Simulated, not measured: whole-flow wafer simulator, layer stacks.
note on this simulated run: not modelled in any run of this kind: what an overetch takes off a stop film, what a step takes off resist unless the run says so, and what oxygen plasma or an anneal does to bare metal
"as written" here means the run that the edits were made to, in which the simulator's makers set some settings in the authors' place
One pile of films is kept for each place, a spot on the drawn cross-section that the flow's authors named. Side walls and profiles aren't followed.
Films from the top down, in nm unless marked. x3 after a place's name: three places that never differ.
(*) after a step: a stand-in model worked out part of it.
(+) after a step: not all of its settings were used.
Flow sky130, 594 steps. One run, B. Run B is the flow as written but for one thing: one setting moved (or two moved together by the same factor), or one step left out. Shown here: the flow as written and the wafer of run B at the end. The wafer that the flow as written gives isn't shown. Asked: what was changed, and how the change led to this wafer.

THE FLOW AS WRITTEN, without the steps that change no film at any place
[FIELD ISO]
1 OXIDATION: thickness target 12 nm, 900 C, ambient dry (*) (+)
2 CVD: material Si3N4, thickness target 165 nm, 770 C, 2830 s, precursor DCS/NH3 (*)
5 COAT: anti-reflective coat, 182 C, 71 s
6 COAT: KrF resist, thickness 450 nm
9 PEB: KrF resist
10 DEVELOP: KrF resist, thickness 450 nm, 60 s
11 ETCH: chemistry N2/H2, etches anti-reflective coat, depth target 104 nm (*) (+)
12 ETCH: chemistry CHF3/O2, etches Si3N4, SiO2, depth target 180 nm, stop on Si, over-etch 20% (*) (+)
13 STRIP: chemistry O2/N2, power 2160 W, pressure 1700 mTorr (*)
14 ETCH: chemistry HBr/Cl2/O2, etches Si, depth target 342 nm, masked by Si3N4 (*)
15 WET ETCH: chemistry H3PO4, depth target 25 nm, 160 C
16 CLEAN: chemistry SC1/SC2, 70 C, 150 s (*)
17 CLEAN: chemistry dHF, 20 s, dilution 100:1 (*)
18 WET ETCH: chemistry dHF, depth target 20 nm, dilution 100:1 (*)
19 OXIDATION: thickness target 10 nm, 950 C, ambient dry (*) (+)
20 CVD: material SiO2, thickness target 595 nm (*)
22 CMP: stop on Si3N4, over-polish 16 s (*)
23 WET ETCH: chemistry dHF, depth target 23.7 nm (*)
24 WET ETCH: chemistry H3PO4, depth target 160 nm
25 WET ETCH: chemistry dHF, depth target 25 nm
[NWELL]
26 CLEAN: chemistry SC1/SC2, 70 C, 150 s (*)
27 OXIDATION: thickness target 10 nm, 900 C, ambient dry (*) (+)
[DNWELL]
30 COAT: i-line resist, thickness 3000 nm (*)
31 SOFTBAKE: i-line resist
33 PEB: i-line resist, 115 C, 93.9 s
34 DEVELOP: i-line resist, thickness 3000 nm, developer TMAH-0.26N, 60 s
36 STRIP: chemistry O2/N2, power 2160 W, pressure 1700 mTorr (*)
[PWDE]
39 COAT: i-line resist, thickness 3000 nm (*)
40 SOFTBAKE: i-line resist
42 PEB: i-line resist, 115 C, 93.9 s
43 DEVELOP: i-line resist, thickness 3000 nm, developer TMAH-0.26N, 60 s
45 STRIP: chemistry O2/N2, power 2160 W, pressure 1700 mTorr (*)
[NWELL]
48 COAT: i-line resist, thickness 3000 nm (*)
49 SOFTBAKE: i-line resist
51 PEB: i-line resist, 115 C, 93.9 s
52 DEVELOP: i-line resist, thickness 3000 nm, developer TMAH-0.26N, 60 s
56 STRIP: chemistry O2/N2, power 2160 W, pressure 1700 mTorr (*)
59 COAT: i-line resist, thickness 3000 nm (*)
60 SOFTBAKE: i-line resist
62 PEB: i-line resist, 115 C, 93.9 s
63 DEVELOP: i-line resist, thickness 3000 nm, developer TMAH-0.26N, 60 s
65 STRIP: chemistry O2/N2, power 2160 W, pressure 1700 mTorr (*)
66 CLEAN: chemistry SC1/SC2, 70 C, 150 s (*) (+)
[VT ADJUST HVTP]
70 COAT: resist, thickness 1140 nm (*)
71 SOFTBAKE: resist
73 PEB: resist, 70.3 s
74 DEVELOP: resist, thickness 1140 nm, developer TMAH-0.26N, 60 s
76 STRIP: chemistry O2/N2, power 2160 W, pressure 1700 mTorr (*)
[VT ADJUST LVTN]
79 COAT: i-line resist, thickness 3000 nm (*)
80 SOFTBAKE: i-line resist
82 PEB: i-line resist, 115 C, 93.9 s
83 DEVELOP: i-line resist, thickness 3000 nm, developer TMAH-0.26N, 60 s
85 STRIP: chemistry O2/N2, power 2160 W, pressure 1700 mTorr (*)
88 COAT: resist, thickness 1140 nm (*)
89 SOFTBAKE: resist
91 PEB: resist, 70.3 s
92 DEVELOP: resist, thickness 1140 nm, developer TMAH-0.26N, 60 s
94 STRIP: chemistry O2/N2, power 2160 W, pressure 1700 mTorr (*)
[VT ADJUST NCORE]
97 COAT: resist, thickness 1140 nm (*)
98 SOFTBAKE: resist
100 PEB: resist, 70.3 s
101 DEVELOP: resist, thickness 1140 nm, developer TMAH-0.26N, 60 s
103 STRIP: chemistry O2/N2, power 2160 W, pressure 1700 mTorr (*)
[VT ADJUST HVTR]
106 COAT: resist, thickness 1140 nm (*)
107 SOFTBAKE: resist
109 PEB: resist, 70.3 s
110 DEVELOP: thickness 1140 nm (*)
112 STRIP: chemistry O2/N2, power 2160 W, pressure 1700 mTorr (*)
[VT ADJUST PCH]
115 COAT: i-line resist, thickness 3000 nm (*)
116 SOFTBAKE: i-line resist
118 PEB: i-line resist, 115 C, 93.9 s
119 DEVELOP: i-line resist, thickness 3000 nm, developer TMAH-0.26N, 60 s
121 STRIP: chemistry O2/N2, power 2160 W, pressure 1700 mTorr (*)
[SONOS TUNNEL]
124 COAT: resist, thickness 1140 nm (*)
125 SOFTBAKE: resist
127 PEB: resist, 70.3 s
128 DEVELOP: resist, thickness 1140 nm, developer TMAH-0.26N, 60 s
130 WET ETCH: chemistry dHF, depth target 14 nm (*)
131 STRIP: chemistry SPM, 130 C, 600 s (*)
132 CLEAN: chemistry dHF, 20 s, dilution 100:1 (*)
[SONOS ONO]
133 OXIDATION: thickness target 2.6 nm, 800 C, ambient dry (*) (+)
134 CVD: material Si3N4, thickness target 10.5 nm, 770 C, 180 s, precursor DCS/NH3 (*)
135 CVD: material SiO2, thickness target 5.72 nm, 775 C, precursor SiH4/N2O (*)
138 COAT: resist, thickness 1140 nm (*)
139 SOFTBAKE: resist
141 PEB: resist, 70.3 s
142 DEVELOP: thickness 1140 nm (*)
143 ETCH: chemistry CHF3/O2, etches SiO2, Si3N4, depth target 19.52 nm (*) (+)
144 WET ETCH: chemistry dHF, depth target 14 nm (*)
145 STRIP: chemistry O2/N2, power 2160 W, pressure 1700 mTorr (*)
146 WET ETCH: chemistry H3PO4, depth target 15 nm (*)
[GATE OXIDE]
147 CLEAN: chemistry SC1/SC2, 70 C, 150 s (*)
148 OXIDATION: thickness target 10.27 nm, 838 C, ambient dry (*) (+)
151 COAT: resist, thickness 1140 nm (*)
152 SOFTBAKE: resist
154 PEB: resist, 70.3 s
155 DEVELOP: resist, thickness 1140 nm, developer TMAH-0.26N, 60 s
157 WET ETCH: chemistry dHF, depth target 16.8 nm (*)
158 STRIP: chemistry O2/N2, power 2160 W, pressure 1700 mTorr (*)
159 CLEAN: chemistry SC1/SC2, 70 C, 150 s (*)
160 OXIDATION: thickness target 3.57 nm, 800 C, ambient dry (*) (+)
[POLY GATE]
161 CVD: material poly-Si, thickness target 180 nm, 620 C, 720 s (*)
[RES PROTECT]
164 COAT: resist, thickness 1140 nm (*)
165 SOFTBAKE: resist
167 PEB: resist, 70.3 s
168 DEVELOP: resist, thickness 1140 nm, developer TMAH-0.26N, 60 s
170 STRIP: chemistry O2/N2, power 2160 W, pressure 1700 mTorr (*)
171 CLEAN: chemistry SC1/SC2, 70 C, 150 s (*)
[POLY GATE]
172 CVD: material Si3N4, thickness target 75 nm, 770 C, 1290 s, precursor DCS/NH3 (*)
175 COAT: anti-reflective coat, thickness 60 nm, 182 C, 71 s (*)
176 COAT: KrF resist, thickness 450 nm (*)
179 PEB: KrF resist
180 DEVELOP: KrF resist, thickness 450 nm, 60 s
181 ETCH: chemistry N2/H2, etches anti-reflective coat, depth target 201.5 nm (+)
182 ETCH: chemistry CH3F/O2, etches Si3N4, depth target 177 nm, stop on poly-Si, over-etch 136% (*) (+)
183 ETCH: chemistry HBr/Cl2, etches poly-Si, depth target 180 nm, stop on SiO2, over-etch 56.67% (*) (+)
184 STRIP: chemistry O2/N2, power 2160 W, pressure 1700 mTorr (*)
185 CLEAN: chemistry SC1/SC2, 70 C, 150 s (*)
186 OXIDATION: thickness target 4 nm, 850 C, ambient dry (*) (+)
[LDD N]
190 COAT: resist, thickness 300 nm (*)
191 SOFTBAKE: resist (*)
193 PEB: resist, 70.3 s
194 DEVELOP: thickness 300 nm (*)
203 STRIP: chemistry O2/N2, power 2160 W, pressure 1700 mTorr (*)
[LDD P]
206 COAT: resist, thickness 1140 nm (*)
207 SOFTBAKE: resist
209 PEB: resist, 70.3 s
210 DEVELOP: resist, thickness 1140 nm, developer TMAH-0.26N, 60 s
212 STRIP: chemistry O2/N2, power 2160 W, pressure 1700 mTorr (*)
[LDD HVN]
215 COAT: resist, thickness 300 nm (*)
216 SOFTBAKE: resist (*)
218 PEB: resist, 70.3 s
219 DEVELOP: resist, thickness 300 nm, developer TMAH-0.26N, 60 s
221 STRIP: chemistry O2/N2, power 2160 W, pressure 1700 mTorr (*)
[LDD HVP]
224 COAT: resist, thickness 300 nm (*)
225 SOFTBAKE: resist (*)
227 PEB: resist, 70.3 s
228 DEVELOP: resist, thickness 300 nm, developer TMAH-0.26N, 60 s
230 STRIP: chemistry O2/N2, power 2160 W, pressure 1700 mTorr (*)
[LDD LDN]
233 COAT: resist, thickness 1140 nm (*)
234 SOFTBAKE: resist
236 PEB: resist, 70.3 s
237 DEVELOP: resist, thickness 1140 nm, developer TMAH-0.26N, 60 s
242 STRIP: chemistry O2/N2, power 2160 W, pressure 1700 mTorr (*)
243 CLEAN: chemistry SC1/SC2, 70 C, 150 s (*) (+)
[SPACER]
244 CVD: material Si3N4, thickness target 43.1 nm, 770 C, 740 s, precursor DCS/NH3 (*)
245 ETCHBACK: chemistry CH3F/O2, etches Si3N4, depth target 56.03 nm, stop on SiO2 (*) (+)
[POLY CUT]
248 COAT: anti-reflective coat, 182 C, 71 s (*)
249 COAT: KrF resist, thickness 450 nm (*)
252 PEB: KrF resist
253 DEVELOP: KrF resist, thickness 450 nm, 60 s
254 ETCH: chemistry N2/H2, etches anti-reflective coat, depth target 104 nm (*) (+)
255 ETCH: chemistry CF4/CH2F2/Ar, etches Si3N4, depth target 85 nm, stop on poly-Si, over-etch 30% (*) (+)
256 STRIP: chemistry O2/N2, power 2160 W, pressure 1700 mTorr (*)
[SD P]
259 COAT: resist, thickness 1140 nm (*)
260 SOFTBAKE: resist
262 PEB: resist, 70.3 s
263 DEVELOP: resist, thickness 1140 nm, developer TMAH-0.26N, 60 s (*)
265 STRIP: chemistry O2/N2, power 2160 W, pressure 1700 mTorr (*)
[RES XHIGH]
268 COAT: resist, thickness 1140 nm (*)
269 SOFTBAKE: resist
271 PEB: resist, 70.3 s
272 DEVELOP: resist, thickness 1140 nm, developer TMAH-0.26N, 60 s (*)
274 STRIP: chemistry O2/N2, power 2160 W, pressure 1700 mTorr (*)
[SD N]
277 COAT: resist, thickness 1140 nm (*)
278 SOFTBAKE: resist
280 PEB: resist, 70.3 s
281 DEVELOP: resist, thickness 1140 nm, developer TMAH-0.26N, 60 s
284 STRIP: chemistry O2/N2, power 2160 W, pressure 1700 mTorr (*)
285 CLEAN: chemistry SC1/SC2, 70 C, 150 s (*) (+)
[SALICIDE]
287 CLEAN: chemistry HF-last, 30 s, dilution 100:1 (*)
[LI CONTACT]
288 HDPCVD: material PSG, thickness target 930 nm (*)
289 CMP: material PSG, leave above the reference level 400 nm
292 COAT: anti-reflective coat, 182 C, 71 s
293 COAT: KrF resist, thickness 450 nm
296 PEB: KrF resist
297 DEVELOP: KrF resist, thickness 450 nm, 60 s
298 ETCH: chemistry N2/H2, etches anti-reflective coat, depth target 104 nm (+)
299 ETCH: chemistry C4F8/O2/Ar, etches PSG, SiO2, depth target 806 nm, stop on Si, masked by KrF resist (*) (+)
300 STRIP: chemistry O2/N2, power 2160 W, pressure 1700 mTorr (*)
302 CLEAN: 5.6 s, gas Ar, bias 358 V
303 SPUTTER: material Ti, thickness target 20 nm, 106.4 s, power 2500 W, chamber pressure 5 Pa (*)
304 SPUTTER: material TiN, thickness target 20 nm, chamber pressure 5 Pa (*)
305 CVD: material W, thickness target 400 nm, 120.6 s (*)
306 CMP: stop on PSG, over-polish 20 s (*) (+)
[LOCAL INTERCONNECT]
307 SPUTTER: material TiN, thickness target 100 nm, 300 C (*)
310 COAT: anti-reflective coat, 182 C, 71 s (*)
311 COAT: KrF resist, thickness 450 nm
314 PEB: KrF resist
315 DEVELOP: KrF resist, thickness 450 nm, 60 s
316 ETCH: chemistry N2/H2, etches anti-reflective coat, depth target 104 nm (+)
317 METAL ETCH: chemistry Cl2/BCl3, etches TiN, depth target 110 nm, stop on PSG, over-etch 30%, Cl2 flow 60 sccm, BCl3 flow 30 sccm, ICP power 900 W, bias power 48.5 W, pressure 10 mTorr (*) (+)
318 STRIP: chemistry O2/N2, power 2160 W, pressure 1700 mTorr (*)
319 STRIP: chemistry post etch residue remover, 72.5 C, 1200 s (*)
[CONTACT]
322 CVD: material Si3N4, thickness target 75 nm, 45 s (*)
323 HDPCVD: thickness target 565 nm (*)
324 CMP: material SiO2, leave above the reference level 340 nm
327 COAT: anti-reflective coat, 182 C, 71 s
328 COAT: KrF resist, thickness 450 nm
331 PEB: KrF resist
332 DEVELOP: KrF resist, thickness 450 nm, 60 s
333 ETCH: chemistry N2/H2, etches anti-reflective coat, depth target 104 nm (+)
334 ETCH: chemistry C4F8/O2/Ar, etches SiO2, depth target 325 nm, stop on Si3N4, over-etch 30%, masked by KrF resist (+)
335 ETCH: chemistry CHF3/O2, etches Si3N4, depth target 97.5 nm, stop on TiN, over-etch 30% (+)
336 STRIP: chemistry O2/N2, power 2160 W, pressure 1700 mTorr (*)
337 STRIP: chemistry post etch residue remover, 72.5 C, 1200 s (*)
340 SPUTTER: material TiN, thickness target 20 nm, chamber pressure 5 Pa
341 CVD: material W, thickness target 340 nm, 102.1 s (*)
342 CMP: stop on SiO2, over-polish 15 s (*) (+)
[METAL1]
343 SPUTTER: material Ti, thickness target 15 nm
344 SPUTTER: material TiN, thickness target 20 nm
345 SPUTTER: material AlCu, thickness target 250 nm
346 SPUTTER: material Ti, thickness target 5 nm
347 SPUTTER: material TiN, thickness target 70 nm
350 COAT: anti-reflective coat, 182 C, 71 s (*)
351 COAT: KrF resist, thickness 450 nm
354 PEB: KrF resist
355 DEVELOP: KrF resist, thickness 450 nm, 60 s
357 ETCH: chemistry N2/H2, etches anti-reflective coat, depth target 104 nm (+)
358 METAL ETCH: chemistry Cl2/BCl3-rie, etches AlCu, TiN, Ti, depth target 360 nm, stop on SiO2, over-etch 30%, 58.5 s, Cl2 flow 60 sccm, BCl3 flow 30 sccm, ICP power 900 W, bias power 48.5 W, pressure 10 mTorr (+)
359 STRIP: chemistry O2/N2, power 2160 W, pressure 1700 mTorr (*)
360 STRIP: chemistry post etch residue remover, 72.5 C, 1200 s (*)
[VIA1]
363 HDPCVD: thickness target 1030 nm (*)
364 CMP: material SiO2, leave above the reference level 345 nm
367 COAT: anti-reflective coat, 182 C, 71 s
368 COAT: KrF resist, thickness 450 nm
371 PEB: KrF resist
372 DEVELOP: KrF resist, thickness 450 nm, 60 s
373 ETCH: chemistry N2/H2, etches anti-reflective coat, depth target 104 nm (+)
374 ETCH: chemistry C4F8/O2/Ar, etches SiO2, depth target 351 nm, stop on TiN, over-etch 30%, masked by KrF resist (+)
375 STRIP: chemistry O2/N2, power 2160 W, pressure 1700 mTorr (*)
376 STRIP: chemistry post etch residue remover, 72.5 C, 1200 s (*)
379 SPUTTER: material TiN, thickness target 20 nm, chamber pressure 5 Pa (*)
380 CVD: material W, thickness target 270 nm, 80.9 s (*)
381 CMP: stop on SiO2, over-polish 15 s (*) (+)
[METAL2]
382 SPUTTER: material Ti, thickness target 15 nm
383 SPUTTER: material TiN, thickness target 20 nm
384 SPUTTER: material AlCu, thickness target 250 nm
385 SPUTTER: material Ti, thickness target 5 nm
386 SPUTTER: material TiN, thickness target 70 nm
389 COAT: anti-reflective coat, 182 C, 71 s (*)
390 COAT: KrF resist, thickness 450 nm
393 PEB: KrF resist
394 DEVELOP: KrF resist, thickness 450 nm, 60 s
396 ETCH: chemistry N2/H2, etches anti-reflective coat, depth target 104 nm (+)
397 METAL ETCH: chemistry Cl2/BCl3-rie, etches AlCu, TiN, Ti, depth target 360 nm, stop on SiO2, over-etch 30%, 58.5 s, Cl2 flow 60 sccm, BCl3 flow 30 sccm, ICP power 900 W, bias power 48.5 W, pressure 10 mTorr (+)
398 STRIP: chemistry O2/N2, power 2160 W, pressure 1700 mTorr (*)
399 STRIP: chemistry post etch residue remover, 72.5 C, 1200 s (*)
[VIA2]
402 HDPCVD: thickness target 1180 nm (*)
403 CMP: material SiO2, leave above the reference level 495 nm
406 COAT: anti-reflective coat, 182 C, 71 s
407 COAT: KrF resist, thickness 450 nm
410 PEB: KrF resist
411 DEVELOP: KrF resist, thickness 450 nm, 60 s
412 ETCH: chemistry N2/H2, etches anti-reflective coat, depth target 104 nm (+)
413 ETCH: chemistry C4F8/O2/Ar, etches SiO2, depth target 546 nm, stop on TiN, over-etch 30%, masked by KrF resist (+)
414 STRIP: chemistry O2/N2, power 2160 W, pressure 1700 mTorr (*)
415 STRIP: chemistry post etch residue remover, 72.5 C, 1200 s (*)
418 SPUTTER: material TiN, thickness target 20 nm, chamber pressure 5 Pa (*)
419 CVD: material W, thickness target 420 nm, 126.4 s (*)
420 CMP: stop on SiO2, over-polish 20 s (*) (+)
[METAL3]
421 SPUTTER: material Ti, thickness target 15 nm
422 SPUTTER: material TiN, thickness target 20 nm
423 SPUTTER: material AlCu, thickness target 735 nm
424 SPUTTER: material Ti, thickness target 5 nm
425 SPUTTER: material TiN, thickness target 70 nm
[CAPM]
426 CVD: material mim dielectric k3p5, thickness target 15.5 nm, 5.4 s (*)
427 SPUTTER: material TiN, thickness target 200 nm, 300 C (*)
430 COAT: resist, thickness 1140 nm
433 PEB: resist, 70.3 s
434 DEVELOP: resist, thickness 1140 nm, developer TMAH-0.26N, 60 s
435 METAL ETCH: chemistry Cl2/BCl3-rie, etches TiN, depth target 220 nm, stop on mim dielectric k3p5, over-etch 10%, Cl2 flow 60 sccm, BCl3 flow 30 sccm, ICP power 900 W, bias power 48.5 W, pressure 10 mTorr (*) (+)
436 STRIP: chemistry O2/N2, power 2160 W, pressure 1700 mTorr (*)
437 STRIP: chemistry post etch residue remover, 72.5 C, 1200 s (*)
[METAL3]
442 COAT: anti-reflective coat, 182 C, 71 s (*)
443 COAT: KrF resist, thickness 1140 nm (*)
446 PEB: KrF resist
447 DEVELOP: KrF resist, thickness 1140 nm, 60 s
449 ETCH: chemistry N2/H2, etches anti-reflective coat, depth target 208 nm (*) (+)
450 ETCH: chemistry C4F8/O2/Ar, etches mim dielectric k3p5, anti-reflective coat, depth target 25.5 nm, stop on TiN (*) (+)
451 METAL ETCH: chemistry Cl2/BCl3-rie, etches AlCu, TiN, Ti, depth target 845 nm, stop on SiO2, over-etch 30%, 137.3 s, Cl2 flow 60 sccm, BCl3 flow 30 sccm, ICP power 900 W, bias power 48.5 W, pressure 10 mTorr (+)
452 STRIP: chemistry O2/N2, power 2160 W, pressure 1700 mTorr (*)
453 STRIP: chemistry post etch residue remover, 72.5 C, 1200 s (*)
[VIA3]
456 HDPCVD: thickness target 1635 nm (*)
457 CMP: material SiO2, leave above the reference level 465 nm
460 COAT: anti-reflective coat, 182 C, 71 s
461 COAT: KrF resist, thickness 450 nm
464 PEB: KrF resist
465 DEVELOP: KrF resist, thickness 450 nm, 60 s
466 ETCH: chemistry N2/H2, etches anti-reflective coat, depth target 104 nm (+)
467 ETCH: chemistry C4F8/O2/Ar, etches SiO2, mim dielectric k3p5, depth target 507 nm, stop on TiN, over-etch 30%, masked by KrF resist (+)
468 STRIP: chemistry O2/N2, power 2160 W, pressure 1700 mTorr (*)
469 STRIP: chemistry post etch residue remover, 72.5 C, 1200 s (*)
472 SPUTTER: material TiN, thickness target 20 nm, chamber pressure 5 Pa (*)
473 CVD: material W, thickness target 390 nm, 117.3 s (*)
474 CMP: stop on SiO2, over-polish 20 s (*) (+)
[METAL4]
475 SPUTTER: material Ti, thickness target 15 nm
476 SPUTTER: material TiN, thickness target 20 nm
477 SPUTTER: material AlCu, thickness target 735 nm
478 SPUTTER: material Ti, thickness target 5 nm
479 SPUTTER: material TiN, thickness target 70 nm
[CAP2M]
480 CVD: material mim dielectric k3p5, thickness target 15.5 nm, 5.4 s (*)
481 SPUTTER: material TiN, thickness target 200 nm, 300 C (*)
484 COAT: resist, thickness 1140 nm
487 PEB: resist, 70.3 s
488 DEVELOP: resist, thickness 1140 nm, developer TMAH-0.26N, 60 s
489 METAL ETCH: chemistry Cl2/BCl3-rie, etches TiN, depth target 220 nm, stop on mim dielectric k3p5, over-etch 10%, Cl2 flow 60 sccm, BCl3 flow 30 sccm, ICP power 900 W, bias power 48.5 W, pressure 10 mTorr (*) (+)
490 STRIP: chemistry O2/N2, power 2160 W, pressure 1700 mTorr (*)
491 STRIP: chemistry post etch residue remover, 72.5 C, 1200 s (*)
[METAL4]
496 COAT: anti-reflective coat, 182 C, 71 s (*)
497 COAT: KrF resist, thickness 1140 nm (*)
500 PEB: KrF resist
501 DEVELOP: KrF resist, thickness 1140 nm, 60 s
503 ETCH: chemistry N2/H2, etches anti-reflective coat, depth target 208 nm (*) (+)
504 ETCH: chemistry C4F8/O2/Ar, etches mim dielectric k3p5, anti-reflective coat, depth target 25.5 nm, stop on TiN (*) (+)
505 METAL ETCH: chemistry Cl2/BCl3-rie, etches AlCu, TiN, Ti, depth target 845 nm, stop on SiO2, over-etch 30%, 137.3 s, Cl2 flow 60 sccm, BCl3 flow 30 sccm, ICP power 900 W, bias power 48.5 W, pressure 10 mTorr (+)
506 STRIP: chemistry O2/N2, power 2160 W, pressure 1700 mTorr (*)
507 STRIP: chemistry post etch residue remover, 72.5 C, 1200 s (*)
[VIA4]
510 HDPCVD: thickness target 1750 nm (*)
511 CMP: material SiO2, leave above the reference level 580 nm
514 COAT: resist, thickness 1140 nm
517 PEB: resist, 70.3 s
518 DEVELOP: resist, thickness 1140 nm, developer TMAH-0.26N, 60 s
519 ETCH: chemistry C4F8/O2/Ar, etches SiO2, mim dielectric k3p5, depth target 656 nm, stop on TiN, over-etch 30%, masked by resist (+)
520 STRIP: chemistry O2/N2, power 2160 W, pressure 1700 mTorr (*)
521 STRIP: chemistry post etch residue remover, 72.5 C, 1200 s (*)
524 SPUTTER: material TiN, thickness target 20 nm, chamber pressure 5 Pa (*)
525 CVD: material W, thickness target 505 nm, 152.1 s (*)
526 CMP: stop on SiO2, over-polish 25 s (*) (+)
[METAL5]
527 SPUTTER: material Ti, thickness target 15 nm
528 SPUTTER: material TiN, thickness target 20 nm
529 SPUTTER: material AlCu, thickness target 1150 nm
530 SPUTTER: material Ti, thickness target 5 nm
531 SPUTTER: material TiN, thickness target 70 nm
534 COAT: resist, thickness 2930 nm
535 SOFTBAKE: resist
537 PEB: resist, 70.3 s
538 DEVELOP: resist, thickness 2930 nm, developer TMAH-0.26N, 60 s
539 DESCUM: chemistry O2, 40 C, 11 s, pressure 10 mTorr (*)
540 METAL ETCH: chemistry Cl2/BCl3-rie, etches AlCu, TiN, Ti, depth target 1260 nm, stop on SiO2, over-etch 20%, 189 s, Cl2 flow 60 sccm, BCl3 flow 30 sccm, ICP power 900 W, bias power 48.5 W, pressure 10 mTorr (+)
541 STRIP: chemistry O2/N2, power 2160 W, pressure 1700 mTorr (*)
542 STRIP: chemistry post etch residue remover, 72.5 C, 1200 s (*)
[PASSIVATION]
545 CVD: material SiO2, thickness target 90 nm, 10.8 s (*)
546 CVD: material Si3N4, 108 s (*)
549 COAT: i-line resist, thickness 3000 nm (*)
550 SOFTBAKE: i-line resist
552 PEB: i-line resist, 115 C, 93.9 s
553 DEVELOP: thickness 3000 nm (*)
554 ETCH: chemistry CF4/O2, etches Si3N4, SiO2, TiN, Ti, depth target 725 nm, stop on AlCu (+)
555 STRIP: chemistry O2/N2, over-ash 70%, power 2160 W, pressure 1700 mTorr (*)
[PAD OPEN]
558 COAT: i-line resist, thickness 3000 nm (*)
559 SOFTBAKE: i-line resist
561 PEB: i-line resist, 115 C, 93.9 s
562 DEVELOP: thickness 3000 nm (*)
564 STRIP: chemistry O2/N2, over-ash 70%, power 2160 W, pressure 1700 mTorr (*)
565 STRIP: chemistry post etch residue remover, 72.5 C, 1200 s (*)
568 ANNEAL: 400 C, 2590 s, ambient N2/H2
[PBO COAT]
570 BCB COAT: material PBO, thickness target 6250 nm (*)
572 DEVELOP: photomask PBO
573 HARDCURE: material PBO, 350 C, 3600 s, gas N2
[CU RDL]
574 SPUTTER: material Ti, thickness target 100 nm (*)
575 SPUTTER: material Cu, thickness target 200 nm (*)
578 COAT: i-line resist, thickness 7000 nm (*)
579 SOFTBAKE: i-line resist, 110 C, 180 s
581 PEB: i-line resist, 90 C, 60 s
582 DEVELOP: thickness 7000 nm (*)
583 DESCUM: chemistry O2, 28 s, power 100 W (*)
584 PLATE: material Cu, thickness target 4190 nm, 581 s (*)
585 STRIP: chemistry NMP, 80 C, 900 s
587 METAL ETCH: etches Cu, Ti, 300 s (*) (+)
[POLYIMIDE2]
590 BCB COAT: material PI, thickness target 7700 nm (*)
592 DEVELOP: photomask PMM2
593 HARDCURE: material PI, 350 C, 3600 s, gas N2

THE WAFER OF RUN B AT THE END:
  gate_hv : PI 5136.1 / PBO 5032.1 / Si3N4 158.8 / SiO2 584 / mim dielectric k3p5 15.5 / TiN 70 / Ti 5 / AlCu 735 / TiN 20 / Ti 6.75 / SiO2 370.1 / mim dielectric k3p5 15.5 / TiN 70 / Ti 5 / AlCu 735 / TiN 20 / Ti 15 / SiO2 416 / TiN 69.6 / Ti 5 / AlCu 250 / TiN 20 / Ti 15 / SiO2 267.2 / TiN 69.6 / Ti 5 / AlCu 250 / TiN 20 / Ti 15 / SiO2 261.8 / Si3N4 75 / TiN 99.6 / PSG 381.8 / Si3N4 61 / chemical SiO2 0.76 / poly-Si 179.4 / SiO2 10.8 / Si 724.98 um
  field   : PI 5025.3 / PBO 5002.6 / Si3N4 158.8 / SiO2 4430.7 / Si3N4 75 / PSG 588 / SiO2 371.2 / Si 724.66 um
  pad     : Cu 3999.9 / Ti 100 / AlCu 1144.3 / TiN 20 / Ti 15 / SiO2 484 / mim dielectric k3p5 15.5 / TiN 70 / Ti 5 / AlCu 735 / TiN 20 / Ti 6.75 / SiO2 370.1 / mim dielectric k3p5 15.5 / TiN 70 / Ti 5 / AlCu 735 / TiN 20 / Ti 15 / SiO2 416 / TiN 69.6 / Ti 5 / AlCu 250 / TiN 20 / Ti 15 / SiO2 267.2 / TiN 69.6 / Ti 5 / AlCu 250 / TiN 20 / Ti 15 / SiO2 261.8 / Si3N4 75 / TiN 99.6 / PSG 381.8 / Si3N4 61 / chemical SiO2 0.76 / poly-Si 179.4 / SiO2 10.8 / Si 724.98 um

The cause: step 475, SPUTTER: thickness target 6.75 nm was run, where the flow has thickness target 15 nm.
It can be read off the wafer: gate_hv has Ti 6.75, and step 475 as written asks for 15 nm.

How the change led to this, step by step:
  475 SPUTTER: material Ti, thickness target 15 nm
      field, active, n_well and 189 more: Ti +6.75 (new film) (as written it would be: Ti +15 (new film))
  505 METAL ETCH: chemistry Cl2/BCl3-rie, etches AlCu, TiN, Ti, depth target 845 nm, stop on SiO2, over-etch 30%, 137.3 s, Cl2 flow 60 sccm, BCl3 flow 30 sccm, ICP power 900 W, bias power 48.5 W, pressure 10 mTorr (+)
      field, gate, spacer and 68 more: TiN -70 (all of it), Ti -5 (all of it), AlCu -735 (all of it), TiN -20 (all of it), Ti -6.75 (all of it), SiO2 -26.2 (as written it would be: TiN -70 (all of it), Ti -5 (all of it), AlCu -735 (all of it), TiN -20 (all of it), Ti -15 (all of it), SiO2 -25.4)
      active, vpp_iso1, mim_edge_plate and 14 more: TiN -70 (all of it), Ti -5 (all of it), AlCu -735 (all of it), TiN -20 (all of it), Ti -6.75 (all of it), SiO2 -26.2 (as written it would be: TiN -70 (all of it), Ti -5 (all of it), AlCu -735 (all of it), TiN -20 (all of it), Ti -15 (all of it), SiO2 -25.3)
